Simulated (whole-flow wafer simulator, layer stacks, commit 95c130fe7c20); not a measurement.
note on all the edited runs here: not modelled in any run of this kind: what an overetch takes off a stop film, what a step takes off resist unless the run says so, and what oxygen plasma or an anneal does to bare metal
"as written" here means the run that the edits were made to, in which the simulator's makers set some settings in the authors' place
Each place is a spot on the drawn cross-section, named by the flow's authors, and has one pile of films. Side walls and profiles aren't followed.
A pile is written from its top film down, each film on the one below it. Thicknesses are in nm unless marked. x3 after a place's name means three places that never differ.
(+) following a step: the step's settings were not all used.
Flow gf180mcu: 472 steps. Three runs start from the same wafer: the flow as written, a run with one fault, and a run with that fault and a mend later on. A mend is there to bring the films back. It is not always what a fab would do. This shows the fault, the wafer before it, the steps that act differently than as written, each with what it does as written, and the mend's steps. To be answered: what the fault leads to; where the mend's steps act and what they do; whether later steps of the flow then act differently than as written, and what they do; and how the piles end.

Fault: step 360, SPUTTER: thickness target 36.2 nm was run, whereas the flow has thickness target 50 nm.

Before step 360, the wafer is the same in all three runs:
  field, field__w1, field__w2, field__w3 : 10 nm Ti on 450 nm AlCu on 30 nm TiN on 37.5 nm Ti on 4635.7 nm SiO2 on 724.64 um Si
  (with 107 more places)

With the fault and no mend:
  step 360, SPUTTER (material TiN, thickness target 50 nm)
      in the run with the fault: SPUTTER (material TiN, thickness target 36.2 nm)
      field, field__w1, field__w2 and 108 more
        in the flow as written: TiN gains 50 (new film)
        in the run with the fault: TiN gains 36.2 (new film)
  Steps further on in the flow that do not act as written (4 other steps are not shown; they differ only slightly, by no more than 2% or 0.5 nm, whichever is larger):
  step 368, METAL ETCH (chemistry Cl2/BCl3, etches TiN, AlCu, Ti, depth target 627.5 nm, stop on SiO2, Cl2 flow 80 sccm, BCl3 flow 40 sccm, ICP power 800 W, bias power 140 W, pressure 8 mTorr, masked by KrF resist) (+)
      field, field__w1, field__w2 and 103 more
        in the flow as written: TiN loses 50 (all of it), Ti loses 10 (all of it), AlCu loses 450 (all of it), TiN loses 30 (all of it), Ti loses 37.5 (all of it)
        in the run with the fault: TiN loses 36.2 (all of it), Ti loses 10 (all of it), AlCu loses 450 (all of it), TiN loses 30 (all of it), Ti loses 37.5 (all of it)
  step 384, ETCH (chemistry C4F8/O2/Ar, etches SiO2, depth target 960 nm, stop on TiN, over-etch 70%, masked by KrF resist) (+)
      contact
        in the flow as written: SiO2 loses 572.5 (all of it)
        in the run with the fault: SiO2 loses 586.3 (all of it)
  At field__w8, contact, m1, m1__w1, m1_nw, the piles at the end differ from the flow's by more than 2% or 0.5 nm, whichever is larger.
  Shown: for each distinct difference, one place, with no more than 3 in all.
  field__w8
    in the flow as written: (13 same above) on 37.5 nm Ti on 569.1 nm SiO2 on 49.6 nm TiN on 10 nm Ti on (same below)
    in the run with the fault: (13 same above) on 37.5 nm Ti on 582.9 nm SiO2 on 35.8 nm TiN on 10 nm Ti on (same below)
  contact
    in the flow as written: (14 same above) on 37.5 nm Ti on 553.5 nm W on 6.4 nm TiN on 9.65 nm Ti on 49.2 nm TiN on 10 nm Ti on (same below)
    in the run with the fault: (14 same above) on 37.5 nm Ti on 567.4 nm W on 6.35 nm TiN on 9.58 nm Ti on 35.4 nm TiN on 10 nm Ti on (same below)

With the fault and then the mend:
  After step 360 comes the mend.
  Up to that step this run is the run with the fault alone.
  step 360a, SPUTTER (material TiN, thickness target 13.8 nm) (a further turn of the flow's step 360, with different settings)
      field, field__w1, field__w2 and 108 more
        TiN gains 13.8
  Later steps of the flow that are run all act as written at every place that is followed.
  At every place that both follow, the piles at the end match the flow's.
